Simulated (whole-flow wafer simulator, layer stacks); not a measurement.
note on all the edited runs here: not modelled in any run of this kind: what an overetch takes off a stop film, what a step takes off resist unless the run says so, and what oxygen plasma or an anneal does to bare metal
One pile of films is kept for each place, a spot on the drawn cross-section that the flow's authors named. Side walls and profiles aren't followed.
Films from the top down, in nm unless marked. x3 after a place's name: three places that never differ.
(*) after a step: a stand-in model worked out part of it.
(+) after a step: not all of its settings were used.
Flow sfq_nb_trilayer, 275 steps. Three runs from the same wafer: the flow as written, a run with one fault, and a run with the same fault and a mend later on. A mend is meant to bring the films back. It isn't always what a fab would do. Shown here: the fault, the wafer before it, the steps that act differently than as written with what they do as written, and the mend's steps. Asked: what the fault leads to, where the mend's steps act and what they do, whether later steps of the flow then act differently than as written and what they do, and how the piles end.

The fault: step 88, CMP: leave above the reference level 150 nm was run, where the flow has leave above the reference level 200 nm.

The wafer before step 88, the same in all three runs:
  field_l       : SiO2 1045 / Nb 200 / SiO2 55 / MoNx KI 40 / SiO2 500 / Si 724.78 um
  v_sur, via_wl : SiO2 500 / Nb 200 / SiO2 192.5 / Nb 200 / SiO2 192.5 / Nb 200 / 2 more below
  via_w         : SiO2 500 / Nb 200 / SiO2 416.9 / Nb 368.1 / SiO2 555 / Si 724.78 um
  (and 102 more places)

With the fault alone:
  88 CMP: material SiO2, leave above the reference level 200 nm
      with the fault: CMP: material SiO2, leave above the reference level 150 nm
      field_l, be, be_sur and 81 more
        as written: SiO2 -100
        with the fault: SiO2 -150
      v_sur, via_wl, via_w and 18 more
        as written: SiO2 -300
        with the fault: SiO2 -350
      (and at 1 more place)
  Later steps of the flow that act differently than as written (4 more steps differ only slightly, by at most 2% or 0.5 nm, whichever is larger, and aren't shown):
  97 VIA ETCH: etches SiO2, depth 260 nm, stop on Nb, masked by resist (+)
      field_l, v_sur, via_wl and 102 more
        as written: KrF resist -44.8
        with the fault: KrF resist -38.8
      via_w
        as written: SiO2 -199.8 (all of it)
        with the fault: SiO2 -149.8 (all of it)
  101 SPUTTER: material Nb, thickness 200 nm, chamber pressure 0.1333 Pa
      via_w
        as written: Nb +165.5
        with the fault: Nb +176.5
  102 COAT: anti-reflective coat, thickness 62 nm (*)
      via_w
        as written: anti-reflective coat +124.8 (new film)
        with the fault: anti-reflective coat +112.5 (new film)
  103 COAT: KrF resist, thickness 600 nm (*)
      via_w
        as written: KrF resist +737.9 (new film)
        with the fault: KrF resist +696.9 (new film)
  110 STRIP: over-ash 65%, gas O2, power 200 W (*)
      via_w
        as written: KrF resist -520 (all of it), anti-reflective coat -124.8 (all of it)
        with the fault: KrF resist -479 (all of it), anti-reflective coat -112.5 (all of it)
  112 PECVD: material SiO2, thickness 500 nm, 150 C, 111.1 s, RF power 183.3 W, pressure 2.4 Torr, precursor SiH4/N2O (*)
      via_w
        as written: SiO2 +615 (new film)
        with the fault: SiO2 +529.5 (new film)
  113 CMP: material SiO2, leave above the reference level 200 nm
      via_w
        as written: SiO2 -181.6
        with the fault: SiO2 -157.1
  At the end the piles differ from the flow's by more than 2% or 0.5 nm, whichever is larger, at v_sur, via_wl, via_w and 78 more.
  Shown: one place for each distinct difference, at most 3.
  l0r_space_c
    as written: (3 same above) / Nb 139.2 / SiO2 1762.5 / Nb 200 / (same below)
    with the fault: (3 same above) / Nb 139.2 / SiO2 1712.5 / Nb 200 / (same below)
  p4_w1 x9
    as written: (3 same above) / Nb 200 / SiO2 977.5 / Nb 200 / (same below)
    with the fault: (3 same above) / Nb 200 / SiO2 927.5 / Nb 200 / (same below)
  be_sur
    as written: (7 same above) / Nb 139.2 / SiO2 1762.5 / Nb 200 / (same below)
    with the fault: (7 same above) / Nb 139.2 / SiO2 1712.5 / Nb 200 / (same below)

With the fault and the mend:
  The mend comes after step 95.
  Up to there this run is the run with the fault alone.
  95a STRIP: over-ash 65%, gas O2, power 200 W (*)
      field_l, v_sur, via_wl and 102 more
        KrF resist -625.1 (all of it), anti-reflective coat -62 (all of it)
      via_w
        anti-reflective coat -62 (all of it)
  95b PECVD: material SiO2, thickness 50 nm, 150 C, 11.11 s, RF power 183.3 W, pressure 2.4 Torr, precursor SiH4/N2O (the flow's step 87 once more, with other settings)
      field_l, v_sur, via_wl and 103 more
        SiO2 +50
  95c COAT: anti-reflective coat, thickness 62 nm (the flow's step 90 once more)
      field_l, v_sur, via_wl and 103 more
        anti-reflective coat +62 (new film)
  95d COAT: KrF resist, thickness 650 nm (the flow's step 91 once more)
      field_l, v_sur, via_wl and 103 more
        KrF resist +650 (new film)
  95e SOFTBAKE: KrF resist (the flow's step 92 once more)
      changes no film at any place that is followed
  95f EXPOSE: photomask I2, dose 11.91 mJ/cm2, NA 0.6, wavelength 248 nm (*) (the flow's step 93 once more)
      changes no film at any place that is followed
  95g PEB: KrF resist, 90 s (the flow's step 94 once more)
      field_l, v_sur, via_wl and 103 more
        KrF resist -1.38
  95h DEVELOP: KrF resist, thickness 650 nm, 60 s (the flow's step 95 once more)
      field_l, v_sur, via_wl and 102 more
        KrF resist -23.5
      via_w
        KrF resist -648.6 (all of it)
  No later step of the flow acts differently than as written, at any place that is followed, by more than 2% or 0.5 nm, whichever is larger.
  At the end the piles are the same as the flow's at every place that both follow.
